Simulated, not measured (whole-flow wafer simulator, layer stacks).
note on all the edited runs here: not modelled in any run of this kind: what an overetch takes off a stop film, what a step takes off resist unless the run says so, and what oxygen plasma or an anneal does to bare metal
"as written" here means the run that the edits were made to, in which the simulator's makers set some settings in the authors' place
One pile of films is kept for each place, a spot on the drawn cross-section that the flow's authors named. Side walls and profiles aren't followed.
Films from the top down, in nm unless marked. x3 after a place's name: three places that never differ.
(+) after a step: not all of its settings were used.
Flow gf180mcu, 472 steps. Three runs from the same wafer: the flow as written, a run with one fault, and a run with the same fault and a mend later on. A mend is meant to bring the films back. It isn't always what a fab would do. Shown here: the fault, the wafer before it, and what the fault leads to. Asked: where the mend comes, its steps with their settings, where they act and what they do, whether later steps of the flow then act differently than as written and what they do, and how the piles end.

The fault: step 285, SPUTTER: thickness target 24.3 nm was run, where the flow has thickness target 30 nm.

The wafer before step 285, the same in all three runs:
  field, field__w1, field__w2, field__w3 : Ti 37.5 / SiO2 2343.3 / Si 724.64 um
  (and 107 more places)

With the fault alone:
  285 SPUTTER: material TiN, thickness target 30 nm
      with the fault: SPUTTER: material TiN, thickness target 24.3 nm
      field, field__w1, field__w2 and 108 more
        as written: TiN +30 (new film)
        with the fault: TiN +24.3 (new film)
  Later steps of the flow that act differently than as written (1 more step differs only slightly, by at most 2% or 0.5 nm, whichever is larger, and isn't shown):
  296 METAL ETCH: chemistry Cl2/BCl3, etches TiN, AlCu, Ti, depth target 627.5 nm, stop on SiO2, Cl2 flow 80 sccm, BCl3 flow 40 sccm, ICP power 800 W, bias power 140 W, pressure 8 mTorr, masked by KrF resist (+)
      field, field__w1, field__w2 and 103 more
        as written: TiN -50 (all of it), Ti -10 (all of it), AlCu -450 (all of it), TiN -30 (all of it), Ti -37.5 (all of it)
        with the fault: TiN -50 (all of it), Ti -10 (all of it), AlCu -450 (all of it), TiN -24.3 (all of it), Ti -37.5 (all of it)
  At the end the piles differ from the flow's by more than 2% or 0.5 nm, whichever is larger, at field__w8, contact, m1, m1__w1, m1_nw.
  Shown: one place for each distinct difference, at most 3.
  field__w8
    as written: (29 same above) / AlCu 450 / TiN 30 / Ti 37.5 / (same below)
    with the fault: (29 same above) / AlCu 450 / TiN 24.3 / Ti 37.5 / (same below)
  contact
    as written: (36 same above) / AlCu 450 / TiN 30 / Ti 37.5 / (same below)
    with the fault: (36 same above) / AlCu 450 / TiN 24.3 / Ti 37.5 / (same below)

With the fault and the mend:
  The mend comes after step 285.
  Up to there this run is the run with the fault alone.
  285a SPUTTER: material TiN, thickness target 5.7 nm (the flow's step 285 once more, with other settings)
      field, field__w1, field__w2 and 108 more
        TiN +5.7
  No later step of the flow acts differently than as written at any place that is followed.
  At the end the piles are the same as the flow's at every place that both follow.
